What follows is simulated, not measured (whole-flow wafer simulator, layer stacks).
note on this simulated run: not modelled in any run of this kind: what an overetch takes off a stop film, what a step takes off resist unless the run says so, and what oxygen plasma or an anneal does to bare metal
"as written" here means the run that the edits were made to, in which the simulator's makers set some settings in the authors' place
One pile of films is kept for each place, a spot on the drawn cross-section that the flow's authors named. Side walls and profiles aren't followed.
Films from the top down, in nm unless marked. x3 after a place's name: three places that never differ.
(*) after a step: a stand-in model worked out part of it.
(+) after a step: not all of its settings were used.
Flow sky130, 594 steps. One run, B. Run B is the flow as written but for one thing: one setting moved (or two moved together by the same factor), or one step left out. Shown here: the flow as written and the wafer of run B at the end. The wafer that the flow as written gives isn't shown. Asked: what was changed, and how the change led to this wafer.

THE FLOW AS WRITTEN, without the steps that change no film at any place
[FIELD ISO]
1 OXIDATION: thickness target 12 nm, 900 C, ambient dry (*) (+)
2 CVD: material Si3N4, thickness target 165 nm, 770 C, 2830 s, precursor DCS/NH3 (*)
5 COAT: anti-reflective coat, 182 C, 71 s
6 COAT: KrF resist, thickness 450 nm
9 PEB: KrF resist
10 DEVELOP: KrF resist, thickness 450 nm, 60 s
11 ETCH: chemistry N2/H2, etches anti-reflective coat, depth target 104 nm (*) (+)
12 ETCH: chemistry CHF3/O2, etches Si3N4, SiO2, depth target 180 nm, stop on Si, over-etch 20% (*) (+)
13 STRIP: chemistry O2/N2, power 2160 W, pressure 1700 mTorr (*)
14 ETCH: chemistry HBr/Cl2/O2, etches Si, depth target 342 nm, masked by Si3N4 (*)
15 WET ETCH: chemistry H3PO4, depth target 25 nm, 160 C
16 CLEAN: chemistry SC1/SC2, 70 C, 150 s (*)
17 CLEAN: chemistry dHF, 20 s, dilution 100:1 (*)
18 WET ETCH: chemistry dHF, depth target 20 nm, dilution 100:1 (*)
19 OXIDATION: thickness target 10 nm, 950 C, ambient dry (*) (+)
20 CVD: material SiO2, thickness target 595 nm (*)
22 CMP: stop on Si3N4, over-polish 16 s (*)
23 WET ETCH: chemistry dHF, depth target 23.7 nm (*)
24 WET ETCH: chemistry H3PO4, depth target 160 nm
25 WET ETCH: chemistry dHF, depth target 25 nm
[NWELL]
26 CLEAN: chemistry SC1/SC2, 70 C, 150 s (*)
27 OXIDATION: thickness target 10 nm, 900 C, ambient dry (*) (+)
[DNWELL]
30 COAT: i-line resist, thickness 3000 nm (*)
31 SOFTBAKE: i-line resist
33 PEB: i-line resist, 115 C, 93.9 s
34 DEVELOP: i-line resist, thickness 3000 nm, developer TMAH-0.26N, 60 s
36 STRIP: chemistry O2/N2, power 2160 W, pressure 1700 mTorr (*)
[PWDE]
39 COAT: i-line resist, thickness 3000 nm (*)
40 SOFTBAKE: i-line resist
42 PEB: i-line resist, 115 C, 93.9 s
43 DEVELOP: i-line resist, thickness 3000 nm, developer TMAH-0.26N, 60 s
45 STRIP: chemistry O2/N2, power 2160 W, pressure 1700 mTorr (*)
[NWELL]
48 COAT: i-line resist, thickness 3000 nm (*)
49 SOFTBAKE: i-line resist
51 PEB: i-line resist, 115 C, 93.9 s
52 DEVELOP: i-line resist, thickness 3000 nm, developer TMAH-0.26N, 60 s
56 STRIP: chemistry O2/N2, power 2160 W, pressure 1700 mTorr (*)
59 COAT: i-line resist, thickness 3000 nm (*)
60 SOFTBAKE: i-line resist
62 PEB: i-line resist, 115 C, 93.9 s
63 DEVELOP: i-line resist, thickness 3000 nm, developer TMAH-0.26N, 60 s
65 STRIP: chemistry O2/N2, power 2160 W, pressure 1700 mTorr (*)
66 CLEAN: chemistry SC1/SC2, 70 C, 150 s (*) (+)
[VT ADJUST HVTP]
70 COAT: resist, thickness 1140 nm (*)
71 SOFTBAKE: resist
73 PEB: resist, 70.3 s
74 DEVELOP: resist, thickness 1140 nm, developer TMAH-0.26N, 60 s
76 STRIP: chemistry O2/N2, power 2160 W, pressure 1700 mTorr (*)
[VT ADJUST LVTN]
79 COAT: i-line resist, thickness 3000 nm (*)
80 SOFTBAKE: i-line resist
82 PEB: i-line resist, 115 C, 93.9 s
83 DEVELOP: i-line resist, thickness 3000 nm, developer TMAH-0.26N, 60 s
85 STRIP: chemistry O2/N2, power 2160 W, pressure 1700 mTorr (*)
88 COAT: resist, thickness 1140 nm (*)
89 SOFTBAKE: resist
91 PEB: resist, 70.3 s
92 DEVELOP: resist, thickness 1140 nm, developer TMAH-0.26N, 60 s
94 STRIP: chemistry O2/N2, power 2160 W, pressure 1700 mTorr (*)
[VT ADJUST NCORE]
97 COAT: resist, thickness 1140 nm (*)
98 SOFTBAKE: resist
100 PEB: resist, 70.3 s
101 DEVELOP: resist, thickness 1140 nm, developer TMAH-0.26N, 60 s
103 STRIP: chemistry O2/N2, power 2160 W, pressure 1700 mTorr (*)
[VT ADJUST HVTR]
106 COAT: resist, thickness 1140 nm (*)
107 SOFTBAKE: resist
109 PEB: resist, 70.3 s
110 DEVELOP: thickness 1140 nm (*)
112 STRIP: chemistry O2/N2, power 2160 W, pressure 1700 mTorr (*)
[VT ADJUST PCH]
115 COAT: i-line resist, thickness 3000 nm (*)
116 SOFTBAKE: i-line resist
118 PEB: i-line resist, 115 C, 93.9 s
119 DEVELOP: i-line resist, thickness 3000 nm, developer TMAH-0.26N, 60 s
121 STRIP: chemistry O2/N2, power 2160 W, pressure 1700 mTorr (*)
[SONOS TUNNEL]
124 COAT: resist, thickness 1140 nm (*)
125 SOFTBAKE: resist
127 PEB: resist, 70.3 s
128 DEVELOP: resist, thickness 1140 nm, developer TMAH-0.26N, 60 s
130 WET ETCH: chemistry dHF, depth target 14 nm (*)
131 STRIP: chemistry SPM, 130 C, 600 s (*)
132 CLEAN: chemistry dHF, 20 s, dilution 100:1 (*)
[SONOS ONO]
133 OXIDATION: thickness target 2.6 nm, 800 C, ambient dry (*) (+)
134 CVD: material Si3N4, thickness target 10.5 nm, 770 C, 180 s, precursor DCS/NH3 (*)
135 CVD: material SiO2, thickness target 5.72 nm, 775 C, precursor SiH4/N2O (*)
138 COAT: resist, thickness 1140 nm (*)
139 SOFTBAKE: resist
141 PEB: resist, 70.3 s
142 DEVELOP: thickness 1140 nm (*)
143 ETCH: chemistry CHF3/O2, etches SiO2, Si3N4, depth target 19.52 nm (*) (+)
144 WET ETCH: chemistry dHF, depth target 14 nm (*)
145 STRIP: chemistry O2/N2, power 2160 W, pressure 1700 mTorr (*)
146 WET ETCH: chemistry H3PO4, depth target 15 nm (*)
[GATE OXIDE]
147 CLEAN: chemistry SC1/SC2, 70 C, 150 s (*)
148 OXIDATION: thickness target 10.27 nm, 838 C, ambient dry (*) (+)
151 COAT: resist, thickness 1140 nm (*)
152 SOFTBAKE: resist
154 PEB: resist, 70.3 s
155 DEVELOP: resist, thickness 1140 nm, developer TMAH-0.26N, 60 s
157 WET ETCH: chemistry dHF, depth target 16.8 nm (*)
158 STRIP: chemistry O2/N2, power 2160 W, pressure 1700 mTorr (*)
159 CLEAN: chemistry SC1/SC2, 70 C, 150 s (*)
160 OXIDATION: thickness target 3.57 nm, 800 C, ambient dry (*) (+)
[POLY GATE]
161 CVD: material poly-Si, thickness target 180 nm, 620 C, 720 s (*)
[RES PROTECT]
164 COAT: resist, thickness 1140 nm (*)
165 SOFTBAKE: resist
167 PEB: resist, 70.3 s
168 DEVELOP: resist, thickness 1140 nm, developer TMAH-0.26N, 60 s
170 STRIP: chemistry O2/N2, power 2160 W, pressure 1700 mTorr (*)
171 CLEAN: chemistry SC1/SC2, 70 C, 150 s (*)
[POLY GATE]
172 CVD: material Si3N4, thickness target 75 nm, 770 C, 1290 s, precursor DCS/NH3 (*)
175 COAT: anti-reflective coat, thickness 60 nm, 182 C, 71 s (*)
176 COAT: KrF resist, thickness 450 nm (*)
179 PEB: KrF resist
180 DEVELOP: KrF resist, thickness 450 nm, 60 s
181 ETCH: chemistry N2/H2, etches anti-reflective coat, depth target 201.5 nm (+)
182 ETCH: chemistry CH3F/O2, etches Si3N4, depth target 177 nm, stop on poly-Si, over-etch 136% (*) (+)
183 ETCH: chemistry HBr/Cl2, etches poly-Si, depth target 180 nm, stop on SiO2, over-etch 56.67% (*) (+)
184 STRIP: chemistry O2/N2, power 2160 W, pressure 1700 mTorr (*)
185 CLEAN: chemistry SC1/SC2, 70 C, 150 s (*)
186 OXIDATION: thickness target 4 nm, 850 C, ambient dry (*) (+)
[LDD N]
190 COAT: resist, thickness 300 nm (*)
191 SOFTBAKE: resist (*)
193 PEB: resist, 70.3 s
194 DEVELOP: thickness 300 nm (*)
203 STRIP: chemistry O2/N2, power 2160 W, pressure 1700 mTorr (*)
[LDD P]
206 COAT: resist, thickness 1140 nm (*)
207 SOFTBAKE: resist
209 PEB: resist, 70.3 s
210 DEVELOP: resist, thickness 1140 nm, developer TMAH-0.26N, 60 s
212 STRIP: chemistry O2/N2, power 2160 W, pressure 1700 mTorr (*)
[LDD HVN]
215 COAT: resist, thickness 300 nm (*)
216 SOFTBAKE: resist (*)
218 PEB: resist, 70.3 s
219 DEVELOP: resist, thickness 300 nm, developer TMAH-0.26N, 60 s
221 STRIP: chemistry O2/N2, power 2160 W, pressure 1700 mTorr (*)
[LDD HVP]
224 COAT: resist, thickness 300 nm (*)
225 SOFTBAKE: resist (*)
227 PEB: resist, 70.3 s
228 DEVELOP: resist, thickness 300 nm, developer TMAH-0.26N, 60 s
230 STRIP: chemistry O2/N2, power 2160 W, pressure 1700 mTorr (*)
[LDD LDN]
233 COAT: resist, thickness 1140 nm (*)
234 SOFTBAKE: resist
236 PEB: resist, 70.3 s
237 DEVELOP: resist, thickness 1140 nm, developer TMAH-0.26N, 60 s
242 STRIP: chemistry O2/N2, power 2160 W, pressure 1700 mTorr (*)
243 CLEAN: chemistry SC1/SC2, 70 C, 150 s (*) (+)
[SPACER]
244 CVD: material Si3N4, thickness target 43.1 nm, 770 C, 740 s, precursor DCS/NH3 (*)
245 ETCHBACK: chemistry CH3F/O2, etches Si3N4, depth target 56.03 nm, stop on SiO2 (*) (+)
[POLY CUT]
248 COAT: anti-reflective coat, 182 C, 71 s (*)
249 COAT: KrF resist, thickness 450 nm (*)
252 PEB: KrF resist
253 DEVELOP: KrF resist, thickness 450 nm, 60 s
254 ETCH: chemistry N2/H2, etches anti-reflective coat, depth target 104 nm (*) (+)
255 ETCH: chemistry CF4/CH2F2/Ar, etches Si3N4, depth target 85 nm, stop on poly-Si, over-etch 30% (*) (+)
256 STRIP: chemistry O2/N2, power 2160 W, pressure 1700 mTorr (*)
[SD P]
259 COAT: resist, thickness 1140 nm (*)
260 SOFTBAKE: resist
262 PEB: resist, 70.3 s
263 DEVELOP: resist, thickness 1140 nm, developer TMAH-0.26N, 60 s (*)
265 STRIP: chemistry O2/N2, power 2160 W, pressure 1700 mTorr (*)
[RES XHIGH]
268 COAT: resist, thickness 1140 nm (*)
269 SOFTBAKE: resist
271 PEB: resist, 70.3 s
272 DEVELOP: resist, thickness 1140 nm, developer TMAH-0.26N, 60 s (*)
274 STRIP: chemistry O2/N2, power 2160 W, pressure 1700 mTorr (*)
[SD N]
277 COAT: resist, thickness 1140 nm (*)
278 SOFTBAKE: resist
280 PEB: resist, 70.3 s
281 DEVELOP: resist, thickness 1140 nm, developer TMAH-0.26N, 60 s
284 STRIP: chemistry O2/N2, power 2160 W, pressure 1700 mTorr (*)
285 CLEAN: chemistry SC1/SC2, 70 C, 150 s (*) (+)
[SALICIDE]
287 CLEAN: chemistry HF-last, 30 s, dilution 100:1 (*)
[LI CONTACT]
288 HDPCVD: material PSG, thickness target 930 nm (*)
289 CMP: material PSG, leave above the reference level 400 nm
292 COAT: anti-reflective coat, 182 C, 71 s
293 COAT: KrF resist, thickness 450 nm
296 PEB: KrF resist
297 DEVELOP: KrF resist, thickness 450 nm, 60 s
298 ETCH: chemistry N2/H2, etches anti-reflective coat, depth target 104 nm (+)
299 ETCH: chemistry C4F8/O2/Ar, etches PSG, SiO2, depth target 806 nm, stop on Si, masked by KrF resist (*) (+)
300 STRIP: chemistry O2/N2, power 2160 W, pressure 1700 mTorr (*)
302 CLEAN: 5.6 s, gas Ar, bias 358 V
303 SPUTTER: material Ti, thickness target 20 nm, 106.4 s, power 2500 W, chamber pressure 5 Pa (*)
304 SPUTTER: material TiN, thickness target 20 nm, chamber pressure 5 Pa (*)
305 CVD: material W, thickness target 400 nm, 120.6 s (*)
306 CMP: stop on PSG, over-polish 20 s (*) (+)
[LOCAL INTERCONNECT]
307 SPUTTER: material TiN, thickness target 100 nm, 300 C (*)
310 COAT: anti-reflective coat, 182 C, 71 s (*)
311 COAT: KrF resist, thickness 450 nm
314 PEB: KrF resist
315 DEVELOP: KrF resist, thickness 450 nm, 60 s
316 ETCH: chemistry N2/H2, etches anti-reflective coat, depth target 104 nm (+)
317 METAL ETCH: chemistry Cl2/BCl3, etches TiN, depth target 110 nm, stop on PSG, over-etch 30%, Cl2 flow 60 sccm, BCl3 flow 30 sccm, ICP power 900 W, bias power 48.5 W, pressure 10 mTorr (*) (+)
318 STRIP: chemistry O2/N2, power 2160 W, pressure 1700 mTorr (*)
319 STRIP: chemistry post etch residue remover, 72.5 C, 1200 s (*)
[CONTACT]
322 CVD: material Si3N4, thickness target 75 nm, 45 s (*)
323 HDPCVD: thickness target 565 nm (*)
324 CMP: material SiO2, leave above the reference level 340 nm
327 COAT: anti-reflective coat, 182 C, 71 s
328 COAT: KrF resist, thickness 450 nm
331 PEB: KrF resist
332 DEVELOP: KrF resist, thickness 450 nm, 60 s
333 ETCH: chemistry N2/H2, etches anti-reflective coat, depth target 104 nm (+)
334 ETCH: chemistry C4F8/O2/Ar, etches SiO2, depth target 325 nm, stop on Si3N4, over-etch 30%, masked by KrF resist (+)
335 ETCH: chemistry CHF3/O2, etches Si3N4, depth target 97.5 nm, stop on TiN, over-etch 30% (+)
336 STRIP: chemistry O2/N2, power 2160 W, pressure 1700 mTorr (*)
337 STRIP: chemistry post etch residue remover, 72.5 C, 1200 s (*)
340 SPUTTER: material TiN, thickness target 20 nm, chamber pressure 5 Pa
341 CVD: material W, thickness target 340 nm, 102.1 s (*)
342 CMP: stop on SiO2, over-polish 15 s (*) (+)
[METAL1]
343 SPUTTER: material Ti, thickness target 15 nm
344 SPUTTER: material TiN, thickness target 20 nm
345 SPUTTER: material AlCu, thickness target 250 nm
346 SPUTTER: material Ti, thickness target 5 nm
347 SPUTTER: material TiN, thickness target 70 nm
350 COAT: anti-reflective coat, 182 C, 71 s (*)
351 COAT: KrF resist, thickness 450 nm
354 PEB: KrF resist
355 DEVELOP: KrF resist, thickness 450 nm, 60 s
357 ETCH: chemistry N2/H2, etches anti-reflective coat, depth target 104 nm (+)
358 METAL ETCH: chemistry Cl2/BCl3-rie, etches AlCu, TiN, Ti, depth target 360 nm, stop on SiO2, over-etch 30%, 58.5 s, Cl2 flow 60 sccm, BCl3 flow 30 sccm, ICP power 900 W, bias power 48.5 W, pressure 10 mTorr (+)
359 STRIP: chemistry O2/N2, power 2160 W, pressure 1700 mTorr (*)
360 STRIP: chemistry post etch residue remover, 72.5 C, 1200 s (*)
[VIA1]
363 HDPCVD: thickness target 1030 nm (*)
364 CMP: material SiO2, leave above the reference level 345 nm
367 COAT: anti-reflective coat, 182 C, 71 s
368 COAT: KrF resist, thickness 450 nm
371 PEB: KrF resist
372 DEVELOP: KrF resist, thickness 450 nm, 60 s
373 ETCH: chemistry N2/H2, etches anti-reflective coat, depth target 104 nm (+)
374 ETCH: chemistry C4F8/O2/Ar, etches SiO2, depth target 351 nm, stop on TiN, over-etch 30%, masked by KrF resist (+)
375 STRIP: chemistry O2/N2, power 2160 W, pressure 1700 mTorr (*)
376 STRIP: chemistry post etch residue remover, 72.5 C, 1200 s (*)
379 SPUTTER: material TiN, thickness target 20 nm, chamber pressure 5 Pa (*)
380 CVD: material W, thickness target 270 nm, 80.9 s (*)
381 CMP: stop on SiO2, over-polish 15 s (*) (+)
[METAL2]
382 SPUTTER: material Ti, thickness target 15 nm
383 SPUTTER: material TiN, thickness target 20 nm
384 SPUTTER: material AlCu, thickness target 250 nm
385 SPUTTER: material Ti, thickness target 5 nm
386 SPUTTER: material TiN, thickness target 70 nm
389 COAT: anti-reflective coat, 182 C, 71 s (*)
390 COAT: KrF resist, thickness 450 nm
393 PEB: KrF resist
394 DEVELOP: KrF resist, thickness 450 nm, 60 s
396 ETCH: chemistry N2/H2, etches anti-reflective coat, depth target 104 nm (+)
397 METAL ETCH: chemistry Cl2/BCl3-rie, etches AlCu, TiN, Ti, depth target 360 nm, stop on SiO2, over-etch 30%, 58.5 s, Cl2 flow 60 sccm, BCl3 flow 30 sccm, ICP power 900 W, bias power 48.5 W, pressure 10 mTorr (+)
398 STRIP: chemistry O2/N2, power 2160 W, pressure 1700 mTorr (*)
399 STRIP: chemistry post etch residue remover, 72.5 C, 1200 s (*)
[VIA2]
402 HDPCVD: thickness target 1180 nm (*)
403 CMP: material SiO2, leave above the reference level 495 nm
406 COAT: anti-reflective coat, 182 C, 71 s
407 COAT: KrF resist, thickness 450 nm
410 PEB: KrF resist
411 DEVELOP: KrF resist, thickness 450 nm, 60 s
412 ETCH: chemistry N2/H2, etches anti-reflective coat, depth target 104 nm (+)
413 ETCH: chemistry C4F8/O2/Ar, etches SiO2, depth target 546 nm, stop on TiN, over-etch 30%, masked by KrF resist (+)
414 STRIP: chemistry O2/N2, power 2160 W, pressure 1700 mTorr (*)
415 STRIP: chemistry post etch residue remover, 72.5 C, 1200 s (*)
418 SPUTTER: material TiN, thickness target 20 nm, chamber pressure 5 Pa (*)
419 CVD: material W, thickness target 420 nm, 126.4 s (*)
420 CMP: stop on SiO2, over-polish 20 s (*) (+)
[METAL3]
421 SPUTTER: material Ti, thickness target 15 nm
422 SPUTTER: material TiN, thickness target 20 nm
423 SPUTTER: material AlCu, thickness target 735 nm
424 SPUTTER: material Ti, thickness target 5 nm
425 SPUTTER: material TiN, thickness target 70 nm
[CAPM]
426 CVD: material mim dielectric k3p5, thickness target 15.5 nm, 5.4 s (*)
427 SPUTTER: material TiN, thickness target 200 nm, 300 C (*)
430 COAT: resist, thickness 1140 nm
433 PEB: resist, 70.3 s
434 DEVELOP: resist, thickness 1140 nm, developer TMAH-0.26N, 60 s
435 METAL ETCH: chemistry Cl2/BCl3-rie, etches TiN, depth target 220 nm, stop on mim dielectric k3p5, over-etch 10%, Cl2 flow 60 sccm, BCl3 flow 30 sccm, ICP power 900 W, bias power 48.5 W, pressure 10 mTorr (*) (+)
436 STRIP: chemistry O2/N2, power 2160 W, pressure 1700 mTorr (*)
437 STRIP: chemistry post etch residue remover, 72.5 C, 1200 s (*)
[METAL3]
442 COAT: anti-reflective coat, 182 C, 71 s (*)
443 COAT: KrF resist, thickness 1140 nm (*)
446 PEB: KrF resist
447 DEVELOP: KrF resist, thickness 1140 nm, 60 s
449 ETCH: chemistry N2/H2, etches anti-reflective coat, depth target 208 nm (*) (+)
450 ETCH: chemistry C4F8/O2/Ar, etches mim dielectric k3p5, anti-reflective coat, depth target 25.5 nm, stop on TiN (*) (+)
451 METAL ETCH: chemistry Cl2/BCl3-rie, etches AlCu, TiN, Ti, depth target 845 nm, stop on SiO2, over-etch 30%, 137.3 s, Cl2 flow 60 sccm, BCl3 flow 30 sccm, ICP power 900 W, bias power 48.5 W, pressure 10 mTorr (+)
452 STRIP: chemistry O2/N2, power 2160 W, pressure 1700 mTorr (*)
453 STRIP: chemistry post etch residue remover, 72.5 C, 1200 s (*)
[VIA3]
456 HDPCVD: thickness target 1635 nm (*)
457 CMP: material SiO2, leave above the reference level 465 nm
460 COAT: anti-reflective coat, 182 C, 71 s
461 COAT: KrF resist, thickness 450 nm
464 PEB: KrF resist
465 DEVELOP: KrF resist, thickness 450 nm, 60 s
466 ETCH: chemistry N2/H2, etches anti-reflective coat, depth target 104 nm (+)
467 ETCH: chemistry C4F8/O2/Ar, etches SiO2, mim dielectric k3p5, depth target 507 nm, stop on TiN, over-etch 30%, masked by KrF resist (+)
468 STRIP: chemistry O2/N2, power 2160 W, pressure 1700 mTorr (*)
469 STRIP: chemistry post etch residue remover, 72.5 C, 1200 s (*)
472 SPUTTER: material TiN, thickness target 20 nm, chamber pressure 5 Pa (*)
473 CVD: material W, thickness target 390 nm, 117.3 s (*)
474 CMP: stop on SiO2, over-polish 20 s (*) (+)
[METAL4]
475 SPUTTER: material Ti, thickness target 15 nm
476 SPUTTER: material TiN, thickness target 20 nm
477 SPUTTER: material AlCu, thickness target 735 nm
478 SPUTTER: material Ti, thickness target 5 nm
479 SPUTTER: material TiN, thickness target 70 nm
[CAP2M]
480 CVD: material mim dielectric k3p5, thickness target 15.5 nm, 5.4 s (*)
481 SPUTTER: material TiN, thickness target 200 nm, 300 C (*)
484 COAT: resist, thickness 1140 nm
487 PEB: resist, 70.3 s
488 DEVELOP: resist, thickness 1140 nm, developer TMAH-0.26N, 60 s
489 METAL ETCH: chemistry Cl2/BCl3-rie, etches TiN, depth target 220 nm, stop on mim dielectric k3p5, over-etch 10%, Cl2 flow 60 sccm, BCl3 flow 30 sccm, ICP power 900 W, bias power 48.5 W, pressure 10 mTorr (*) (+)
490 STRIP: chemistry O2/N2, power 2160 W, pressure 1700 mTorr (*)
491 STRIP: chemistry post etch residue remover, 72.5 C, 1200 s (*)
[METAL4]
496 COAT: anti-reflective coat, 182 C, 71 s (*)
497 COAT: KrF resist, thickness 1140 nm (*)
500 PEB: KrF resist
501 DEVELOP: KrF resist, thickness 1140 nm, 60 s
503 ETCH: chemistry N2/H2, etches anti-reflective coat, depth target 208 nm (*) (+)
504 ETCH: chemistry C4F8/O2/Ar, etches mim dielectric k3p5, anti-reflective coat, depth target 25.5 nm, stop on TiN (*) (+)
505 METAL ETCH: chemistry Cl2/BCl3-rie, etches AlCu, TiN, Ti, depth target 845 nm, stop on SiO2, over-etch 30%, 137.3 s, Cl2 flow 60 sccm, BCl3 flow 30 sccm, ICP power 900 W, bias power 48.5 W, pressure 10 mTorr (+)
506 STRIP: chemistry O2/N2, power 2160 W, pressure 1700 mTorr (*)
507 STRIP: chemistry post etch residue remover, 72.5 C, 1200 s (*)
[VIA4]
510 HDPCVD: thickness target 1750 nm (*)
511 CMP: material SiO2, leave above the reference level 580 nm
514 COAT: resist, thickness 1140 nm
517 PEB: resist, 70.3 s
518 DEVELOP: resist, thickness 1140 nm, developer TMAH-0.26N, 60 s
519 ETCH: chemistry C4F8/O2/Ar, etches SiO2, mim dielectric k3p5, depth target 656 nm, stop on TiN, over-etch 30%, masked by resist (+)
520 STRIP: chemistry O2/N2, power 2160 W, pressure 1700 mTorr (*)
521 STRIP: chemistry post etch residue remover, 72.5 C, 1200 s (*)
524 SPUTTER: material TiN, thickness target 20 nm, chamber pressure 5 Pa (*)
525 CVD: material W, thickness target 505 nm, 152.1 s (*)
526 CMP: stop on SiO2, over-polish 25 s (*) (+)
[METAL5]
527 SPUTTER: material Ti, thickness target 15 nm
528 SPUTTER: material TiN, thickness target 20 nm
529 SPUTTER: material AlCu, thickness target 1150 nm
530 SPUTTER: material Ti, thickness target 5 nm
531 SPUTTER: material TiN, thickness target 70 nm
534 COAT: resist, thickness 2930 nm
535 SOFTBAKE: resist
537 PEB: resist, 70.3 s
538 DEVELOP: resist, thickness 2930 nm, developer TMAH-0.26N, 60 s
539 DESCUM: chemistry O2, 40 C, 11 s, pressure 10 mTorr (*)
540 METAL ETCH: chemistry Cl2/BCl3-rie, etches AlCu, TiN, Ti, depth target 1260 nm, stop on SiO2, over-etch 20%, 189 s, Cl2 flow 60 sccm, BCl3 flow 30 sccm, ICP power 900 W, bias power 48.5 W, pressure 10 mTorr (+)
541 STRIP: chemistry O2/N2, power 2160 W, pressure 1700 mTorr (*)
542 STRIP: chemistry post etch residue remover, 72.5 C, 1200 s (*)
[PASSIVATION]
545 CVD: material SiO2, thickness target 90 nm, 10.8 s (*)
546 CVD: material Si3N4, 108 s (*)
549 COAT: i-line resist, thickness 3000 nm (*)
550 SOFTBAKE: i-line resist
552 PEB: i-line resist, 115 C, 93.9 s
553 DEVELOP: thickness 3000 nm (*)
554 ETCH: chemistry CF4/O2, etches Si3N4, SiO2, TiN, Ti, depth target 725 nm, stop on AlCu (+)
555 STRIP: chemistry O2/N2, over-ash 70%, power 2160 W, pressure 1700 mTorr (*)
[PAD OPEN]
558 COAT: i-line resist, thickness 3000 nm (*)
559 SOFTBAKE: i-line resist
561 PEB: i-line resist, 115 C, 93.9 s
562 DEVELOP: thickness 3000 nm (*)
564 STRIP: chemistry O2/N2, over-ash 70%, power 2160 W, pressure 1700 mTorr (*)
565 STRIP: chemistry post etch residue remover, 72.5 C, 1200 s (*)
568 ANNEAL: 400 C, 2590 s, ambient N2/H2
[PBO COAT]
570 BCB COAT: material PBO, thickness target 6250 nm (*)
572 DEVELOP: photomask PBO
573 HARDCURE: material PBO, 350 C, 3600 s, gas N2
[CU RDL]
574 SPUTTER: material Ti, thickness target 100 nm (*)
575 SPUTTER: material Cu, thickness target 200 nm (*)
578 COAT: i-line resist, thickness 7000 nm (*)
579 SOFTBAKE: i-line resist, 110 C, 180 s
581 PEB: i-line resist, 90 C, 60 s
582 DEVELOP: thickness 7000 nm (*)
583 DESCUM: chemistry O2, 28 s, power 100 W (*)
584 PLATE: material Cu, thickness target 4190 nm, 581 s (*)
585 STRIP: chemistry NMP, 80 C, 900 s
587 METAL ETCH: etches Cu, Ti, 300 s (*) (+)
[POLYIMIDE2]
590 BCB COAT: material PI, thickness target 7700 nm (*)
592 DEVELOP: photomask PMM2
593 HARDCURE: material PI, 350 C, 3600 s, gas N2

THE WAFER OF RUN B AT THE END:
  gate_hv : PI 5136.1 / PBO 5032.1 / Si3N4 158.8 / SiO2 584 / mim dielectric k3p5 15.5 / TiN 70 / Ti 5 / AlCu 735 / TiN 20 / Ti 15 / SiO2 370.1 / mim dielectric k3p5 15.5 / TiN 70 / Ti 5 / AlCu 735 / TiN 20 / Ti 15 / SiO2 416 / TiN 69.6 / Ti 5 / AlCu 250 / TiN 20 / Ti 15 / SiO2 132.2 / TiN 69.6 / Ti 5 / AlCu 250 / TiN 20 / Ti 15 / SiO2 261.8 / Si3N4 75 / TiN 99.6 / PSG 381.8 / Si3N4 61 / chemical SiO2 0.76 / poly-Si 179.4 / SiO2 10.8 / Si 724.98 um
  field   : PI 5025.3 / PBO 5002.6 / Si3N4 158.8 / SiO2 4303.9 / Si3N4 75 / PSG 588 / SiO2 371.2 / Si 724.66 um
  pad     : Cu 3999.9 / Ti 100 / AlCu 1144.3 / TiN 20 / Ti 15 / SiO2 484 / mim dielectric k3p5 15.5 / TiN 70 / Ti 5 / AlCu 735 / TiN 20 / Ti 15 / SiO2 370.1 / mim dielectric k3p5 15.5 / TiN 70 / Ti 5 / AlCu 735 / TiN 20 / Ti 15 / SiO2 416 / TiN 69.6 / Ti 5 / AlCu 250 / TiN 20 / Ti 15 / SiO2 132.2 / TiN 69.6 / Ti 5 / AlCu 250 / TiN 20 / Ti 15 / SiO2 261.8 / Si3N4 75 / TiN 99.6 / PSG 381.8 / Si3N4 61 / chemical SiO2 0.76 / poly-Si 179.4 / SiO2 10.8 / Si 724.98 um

The cause: step 364, CMP: leave above the reference level 210 nm was run, where the flow has leave above the reference level 345 nm.

How the change led to this, step by step:
  364 CMP: material SiO2, leave above the reference level 345 nm
      n_well, p_well, gate_hv and 100 more: SiO2 -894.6 (as written it would be: SiO2 -759.6)
      field, active, gate and 81 more: SiO2 -524.1 (as written it would be: SiO2 -389.1)
      (and at 4 more places)
  374 ETCH: chemistry C4F8/O2/Ar, etches SiO2, depth target 351 nm, stop on TiN, over-etch 30%, masked by KrF resist (+)
      field, active, n_well and 186 more: KrF resist -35 (as written it would be: KrF resist -70.1)
      m1, via1_hole: SiO2 -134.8 (all of it) (as written it would be: SiO2 -269.8 (all of it))
  375 STRIP: chemistry O2/N2, power 2160 W, pressure 1700 mTorr (*)
      field, active, n_well and 186 more: KrF resist -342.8 (all of it), anti-reflective coat -80 (all of it) (as written it would be: KrF resist -307.7 (all of it), anti-reflective coat -80 (all of it))
  379 SPUTTER: material TiN, thickness target 20 nm, chamber pressure 5 Pa (*)
      m1: TiN +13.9 (as written it would be: TiN +11)
      via1_hole: TiN +13.9 (as written it would be: TiN +10.9)
  380 CVD: material W, thickness target 270 nm, 80.9 s (*)
      m1, via1_hole: W +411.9 (new film) (as written it would be: W +549.9 (new film))
